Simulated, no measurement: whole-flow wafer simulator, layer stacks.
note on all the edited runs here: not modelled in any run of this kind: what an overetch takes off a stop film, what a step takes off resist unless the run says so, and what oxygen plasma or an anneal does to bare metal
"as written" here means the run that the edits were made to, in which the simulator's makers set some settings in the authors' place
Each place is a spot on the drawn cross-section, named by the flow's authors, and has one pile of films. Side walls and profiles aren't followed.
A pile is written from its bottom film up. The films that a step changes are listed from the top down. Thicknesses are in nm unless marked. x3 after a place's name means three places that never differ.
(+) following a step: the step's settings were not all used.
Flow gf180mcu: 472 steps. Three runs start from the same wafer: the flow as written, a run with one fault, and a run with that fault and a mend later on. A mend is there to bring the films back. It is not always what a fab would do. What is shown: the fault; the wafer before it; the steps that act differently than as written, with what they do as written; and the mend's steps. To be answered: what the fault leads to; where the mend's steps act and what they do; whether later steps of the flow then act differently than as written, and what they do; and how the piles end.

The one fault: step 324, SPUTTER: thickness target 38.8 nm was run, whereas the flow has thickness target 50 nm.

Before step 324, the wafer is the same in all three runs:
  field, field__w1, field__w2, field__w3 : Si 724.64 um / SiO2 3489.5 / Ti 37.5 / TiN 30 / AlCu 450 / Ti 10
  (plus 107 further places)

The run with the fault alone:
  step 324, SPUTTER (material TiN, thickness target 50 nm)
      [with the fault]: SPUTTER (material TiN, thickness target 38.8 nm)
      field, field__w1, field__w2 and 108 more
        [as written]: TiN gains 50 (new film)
        [with the fault]: TiN gains 38.8 (new film)
  Steps further on in the flow that do not act as written (5 more steps, not shown, differ only slightly: by at most 2% or 0.5 nm, whichever is larger):
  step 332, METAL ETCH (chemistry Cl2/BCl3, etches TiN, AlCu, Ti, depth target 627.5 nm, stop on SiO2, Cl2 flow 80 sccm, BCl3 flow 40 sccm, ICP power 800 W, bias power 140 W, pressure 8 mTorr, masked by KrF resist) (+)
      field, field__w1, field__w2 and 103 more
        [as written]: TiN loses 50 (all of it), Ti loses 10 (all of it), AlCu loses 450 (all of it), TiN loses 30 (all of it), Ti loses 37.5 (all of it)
        [with the fault]: TiN loses 38.8 (all of it), Ti loses 10 (all of it), AlCu loses 450 (all of it), TiN loses 30 (all of it), Ti loses 37.5 (all of it)
  The piles end different from the flow's at field__w8, contact, m1, m1__w1, m1_nw by more than 2% or 0.5 nm, whichever is larger.
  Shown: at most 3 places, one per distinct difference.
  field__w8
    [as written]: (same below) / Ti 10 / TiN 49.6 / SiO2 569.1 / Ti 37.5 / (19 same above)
    [with the fault]: (same below) / Ti 10 / TiN 38.4 / SiO2 580.3 / Ti 37.5 / (19 same above)
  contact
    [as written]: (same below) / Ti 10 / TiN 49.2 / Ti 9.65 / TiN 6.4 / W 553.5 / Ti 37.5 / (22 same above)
    [with the fault]: (same below) / Ti 10 / TiN 38 / Ti 9.59 / TiN 6.36 / W 564.8 / Ti 37.5 / (22 same above)

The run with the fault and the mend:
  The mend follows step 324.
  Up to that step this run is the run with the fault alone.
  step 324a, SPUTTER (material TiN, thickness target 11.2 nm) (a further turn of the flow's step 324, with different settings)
      field, field__w1, field__w2 and 108 more
        TiN gains 11.2
  None of the later steps of the flow acts differently than as written at any place that is followed.
  The piles end the same as the flow's at every place that both follow.
